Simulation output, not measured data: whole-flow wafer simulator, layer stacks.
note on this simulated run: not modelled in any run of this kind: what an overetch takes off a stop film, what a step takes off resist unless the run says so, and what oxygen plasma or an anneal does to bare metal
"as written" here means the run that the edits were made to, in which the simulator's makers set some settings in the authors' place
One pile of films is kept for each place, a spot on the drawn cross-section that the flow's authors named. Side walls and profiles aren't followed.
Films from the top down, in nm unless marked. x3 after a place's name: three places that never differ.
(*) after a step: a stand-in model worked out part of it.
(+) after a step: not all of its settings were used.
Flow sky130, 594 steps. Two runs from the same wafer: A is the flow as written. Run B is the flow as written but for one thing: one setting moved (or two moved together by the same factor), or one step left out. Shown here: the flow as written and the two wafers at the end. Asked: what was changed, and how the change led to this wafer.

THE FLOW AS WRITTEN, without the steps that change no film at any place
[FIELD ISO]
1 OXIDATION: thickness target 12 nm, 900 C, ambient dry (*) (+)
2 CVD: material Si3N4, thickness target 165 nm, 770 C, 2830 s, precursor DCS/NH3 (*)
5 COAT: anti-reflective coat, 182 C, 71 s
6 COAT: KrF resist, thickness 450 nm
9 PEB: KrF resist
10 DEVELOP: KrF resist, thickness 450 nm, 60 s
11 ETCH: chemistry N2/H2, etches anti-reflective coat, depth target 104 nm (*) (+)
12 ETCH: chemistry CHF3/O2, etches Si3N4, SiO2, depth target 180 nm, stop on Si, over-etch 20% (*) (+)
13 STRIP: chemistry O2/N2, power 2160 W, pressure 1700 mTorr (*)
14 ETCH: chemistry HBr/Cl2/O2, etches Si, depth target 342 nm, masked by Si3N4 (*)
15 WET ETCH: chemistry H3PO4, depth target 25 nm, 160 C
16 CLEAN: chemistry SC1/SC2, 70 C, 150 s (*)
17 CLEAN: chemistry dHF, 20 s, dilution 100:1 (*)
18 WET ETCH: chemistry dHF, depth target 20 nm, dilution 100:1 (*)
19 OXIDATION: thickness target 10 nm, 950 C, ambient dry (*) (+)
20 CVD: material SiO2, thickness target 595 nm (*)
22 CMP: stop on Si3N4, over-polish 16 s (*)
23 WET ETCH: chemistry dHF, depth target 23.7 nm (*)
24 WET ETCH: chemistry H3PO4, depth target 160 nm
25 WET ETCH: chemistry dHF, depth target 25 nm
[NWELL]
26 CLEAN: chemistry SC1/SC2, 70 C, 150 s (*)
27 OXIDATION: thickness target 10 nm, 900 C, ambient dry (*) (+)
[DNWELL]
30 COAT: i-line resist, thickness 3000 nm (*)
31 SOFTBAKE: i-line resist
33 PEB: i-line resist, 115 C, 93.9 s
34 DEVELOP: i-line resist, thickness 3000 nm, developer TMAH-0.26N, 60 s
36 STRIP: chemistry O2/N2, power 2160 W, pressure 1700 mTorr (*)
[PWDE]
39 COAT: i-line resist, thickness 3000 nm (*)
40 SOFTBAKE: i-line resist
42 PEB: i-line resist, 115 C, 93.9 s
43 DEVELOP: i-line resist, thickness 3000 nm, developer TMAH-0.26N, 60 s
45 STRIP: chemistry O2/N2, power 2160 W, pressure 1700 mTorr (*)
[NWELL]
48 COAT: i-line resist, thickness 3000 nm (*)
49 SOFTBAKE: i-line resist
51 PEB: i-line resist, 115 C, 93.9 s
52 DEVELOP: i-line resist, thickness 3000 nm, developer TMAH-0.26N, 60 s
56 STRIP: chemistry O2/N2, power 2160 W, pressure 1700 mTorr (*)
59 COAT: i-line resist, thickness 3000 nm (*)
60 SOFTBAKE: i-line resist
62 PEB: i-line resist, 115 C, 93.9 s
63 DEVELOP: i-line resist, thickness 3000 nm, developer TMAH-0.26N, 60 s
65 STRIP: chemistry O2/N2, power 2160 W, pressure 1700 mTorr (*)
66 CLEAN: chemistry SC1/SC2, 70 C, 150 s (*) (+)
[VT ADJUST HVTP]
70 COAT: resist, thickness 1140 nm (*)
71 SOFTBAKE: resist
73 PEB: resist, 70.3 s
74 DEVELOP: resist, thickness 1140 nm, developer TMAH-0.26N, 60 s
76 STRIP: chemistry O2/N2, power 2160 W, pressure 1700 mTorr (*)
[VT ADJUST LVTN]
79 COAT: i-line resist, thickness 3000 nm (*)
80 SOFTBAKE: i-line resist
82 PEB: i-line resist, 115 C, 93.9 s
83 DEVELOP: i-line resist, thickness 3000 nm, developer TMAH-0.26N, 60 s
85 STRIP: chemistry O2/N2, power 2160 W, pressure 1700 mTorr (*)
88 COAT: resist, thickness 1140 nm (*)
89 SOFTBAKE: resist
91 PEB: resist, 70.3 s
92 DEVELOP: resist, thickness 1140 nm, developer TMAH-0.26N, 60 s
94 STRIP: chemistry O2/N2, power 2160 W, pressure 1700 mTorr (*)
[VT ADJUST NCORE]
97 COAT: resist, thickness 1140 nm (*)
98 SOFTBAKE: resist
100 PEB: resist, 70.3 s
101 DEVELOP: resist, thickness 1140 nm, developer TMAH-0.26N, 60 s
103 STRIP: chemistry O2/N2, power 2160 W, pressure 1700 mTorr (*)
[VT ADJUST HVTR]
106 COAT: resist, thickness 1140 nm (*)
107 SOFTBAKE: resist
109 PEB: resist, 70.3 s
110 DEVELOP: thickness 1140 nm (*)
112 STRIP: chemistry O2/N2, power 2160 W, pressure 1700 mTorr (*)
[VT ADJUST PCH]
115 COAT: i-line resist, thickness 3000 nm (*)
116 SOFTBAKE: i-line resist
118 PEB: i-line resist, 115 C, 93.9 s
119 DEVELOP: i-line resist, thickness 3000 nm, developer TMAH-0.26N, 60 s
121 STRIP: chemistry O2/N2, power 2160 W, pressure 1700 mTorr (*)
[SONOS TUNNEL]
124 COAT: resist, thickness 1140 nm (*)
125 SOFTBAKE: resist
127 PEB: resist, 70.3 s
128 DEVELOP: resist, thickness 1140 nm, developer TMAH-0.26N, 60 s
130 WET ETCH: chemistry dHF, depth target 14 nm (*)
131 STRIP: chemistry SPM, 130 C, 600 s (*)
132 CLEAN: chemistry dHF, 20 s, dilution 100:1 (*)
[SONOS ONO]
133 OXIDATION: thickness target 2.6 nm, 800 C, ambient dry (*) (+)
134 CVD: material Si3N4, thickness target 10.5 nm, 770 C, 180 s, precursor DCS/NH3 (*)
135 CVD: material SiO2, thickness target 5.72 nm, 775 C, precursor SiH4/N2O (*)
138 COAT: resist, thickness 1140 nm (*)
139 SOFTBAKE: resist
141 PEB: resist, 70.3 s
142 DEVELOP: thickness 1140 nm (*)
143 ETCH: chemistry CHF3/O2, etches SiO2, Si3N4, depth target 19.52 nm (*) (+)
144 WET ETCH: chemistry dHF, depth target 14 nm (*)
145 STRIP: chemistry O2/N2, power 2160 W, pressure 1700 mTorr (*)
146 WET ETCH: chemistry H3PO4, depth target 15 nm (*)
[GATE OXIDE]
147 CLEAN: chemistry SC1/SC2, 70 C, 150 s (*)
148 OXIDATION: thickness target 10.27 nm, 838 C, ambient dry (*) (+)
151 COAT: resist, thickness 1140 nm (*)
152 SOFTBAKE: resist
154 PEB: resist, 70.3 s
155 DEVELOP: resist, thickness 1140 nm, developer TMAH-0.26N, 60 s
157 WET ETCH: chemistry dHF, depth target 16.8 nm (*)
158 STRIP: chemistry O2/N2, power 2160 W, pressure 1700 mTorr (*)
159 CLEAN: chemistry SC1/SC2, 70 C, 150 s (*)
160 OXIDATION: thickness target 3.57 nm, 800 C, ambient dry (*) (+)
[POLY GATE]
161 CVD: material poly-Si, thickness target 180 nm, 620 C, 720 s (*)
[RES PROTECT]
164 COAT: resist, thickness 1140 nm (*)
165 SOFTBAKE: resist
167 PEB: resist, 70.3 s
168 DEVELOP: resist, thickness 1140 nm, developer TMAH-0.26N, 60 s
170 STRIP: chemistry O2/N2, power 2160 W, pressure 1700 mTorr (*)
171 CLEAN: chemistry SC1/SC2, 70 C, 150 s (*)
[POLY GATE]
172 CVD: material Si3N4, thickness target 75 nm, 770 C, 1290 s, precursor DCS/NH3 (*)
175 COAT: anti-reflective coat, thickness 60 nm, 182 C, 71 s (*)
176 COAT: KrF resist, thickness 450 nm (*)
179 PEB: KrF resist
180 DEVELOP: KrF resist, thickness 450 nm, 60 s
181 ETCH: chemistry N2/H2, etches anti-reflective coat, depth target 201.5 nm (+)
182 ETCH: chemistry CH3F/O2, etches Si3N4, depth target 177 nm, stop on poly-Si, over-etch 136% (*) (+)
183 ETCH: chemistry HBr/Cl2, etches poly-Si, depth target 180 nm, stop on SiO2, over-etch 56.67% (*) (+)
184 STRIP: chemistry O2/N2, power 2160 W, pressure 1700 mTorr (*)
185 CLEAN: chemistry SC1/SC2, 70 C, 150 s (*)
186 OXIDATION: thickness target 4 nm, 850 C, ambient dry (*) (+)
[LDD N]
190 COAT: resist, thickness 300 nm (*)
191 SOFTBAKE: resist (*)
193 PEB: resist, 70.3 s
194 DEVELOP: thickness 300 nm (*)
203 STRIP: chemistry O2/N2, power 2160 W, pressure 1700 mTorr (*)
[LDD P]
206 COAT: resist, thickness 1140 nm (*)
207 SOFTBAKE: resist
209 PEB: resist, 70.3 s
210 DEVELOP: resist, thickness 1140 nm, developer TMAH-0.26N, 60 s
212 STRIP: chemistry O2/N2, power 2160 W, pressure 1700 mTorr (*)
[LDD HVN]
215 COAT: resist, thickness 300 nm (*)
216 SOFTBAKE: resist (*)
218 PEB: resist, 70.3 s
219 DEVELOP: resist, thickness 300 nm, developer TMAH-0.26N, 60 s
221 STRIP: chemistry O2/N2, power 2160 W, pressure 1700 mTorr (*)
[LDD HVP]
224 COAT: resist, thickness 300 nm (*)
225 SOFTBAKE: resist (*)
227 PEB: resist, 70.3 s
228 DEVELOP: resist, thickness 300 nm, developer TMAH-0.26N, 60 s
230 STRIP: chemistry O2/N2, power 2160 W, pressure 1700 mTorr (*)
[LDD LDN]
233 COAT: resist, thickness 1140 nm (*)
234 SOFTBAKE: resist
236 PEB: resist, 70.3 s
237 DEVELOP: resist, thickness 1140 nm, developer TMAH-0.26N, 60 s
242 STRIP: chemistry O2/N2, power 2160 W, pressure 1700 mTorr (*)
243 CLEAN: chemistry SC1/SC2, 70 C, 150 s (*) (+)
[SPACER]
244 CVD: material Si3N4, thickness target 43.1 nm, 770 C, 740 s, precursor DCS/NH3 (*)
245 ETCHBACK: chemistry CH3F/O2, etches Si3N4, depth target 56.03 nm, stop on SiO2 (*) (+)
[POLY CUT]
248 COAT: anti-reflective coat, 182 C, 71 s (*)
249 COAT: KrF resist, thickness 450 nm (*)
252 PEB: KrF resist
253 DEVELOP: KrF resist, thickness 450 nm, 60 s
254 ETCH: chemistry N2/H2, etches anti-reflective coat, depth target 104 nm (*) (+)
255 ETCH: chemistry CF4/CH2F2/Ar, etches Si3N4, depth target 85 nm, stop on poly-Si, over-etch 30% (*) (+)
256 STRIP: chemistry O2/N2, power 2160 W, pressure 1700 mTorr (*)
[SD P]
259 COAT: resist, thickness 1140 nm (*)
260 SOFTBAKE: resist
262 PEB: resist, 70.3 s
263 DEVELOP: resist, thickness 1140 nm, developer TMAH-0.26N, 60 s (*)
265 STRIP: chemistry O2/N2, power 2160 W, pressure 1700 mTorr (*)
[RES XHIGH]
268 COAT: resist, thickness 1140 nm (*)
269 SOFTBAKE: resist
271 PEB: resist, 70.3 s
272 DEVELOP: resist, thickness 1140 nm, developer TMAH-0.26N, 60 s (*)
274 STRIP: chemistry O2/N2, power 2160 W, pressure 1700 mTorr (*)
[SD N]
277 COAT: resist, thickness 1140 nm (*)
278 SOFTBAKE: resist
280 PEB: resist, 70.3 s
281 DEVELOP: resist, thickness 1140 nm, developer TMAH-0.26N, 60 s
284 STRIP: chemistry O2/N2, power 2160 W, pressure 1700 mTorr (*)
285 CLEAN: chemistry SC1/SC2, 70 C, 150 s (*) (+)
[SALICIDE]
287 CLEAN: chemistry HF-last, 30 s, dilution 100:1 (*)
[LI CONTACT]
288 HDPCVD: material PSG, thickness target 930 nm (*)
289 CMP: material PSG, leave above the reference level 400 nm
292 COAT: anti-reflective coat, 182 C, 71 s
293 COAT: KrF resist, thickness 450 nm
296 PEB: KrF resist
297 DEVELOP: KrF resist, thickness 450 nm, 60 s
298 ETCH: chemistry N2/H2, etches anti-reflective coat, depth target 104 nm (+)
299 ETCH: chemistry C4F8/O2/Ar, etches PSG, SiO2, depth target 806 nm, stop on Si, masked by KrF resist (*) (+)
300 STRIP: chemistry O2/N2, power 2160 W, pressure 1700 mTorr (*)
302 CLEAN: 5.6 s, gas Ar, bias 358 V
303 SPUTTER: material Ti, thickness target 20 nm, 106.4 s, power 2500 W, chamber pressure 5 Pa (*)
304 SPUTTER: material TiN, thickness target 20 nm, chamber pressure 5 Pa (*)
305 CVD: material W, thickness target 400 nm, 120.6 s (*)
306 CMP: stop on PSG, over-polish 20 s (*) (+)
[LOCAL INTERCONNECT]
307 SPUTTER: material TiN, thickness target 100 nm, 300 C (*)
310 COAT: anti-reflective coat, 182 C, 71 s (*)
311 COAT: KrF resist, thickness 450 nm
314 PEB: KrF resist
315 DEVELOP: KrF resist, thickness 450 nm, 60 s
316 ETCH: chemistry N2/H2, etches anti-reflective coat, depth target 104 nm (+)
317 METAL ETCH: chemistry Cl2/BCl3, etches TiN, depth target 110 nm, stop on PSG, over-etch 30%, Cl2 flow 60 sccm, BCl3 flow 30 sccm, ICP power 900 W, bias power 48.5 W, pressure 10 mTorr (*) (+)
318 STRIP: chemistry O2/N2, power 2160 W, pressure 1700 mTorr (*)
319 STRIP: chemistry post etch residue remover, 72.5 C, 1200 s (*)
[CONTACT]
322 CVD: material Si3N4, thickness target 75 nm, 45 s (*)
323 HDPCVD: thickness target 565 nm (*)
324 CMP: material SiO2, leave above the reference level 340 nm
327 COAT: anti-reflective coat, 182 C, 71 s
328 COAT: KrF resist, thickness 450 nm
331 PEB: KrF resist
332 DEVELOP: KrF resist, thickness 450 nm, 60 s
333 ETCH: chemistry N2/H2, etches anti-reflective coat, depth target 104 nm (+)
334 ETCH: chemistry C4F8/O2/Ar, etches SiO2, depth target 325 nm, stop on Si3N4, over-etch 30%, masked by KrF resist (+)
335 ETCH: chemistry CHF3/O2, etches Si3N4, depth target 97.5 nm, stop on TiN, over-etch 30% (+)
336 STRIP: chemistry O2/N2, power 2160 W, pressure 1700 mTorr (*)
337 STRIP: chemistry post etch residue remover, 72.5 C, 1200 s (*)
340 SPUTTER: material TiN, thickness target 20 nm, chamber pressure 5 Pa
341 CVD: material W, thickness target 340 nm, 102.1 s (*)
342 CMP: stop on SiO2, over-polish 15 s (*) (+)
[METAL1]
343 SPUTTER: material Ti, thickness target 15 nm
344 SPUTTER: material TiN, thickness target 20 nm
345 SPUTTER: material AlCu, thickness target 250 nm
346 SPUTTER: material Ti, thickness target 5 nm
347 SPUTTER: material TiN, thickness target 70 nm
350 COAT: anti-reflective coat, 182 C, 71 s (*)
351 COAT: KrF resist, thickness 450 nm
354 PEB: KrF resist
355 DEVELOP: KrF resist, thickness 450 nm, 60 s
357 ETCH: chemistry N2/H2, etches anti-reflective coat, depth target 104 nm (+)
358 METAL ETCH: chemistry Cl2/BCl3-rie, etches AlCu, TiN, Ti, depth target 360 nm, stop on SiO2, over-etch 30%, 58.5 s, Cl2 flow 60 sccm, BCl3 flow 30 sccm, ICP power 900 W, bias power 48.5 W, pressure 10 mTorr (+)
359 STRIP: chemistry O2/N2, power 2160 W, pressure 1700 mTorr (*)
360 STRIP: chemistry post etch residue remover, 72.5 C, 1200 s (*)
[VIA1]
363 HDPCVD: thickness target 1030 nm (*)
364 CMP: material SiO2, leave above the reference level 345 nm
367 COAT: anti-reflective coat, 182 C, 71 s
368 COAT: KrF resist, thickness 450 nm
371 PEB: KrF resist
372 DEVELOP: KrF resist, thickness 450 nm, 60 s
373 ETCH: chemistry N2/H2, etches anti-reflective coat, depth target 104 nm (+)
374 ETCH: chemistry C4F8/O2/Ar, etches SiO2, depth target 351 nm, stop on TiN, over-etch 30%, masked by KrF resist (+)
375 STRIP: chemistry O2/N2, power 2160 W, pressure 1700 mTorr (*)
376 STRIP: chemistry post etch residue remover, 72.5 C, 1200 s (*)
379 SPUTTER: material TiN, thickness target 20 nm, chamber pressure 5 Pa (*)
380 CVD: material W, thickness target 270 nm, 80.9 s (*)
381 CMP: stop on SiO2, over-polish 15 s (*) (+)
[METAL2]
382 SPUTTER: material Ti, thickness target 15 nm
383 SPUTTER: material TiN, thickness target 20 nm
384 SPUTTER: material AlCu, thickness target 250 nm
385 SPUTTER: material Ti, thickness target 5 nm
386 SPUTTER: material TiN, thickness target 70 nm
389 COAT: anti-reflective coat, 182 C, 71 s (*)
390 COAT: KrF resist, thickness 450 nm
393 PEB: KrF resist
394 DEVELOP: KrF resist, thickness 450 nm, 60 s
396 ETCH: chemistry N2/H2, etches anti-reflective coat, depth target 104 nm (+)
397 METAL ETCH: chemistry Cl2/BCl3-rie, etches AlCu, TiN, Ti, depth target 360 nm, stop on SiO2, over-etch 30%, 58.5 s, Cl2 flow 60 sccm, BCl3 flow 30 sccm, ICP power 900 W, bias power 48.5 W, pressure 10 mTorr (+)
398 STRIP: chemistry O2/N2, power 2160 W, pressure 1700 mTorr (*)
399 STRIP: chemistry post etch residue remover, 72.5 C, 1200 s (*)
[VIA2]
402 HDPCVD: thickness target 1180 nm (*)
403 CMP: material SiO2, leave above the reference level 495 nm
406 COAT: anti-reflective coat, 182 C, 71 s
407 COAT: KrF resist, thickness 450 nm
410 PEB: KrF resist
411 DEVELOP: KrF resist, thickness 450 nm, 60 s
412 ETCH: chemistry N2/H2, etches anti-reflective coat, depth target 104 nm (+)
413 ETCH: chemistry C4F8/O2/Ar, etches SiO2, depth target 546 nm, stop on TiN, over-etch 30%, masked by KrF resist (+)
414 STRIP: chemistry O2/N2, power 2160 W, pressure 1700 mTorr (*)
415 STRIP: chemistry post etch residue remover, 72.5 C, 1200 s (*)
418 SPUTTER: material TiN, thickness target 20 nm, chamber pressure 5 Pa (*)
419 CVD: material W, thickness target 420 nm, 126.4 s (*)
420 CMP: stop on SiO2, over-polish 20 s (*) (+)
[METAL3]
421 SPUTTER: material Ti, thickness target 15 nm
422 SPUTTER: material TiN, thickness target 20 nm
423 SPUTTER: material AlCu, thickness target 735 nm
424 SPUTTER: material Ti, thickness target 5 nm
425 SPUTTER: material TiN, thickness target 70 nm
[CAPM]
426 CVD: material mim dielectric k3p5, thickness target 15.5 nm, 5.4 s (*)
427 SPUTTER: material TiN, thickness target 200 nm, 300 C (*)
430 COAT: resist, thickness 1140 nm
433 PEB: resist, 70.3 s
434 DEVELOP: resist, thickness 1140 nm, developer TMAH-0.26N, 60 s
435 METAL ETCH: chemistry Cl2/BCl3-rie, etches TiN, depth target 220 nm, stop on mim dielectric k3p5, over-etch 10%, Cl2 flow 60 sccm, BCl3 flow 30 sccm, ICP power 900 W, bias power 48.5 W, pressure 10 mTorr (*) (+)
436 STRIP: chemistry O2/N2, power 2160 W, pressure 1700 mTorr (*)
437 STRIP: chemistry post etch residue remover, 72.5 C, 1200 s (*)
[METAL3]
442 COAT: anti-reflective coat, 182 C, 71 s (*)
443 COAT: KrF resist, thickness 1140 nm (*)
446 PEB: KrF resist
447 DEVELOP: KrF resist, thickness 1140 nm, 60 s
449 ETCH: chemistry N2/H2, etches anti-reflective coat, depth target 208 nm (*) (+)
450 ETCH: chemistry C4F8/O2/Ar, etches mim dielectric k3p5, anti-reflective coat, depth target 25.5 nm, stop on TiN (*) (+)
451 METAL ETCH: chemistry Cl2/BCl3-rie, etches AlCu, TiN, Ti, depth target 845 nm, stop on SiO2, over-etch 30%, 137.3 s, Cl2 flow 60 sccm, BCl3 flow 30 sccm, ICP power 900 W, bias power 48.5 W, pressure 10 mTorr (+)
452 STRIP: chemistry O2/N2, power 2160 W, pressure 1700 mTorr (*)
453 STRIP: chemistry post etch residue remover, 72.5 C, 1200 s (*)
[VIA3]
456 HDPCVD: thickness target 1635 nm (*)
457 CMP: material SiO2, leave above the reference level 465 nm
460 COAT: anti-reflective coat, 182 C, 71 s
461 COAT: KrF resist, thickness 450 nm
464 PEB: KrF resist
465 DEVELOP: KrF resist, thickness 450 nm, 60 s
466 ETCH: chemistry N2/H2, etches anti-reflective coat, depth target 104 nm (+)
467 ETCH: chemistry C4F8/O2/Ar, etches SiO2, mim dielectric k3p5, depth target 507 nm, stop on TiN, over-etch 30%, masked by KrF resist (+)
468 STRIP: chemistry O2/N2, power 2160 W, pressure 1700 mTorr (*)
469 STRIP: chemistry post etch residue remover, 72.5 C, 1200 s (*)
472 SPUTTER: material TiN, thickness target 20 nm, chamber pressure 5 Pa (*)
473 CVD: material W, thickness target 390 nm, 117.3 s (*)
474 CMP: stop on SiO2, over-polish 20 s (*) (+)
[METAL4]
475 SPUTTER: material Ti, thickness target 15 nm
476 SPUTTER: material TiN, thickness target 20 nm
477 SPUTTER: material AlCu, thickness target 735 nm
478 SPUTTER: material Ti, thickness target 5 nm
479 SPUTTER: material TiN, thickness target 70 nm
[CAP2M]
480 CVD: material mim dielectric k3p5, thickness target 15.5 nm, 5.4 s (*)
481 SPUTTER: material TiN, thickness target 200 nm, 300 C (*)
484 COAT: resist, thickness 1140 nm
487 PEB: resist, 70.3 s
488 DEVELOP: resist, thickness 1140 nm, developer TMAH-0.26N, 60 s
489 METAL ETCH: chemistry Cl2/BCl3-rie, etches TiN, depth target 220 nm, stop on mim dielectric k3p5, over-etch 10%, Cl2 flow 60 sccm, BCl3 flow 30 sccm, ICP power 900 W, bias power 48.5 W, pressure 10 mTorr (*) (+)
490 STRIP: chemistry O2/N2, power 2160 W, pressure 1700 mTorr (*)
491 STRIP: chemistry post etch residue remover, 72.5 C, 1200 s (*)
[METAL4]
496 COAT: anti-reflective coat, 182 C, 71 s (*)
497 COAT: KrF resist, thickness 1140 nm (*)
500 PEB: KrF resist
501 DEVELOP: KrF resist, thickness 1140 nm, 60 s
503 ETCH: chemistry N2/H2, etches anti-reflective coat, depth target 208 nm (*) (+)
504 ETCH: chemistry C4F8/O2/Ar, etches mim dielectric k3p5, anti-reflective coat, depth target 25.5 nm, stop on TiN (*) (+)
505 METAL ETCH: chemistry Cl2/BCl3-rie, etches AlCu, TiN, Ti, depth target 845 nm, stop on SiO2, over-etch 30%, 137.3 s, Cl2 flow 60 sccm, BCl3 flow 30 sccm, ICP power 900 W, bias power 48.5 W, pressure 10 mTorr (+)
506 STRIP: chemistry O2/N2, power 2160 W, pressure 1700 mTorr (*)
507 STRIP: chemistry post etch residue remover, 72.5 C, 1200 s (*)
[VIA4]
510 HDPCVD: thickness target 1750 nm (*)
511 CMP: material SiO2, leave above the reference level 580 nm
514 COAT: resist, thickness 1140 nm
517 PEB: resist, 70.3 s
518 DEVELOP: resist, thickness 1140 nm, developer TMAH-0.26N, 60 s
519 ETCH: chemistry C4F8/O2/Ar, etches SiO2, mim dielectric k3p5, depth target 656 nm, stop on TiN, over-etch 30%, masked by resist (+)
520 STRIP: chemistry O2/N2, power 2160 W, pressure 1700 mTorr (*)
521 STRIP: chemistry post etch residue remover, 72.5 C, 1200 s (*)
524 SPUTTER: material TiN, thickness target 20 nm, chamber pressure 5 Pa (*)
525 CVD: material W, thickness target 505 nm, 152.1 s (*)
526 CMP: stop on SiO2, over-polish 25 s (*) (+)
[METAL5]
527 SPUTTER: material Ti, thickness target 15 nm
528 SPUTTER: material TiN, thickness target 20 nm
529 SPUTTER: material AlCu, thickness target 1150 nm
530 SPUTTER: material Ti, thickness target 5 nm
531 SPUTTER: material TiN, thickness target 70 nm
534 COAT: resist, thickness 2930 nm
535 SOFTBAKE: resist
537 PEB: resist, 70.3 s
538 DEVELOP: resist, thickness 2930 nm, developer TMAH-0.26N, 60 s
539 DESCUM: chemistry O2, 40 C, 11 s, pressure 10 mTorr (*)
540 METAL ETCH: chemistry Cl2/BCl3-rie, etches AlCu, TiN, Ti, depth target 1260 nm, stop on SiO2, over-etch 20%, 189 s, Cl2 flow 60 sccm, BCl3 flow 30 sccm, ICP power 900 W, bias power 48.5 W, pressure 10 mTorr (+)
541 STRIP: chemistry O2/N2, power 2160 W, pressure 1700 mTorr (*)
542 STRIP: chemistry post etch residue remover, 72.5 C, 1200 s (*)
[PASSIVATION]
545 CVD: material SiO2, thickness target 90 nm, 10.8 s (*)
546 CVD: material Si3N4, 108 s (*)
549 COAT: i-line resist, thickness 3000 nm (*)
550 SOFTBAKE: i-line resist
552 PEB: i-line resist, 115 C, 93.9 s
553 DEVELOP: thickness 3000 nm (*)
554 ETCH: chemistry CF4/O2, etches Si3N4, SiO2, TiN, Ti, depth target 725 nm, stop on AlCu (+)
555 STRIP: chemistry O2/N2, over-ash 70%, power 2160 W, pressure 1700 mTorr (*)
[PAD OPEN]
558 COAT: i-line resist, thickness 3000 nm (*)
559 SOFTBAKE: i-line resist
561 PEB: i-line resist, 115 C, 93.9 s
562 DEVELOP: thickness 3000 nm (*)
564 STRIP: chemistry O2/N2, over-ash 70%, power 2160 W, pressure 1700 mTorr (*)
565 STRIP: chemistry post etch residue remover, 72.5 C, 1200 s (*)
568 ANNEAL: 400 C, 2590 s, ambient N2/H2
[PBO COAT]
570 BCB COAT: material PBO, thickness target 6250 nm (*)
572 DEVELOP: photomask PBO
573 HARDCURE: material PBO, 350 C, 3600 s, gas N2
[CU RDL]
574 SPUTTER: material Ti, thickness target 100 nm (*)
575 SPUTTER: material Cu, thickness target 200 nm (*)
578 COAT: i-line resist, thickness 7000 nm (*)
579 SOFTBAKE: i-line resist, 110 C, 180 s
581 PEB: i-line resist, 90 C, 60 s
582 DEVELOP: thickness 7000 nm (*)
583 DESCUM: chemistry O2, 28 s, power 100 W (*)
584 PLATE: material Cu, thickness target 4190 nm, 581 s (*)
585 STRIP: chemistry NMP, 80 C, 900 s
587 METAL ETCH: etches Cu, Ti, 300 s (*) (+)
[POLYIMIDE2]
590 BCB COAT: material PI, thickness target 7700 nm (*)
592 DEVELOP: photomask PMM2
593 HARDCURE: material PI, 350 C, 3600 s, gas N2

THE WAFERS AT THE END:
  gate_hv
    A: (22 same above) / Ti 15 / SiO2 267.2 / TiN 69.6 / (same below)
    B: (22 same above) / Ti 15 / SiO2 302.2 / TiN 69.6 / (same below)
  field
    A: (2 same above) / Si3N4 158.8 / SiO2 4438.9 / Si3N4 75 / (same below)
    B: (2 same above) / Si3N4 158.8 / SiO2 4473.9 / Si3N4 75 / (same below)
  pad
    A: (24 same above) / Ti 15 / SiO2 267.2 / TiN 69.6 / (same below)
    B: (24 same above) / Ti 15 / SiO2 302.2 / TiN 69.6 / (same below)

The cause: step 364, CMP: leave above the reference level 380 nm was run, where the flow has leave above the reference level 345 nm.

How the change led to this, step by step:
  364 CMP: material SiO2, leave above the reference level 345 nm
      n_well, p_well, gate_hv and 100 more: A SiO2 -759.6 | B SiO2 -724.6
      field, active, gate and 81 more: A SiO2 -389.1 | B SiO2 -354.1
      (and at 4 more places)
  374 ETCH: chemistry C4F8/O2/Ar, etches SiO2, depth target 351 nm, stop on TiN, over-etch 30%, masked by KrF resist (+)
      m1, via1_hole: A SiO2 -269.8 (all of it) | B SiO2 -304.8 (all of it)
  379 SPUTTER: material TiN, thickness target 20 nm, chamber pressure 5 Pa (*)
      m1: A TiN +11 | B TiN +10.3
      via1_hole: A TiN +10.9 | B TiN +10.3
  380 CVD: material W, thickness target 270 nm, 80.9 s (*)
      m1, via1_hole: A W +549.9 (new film) | B W +585.5 (new film)
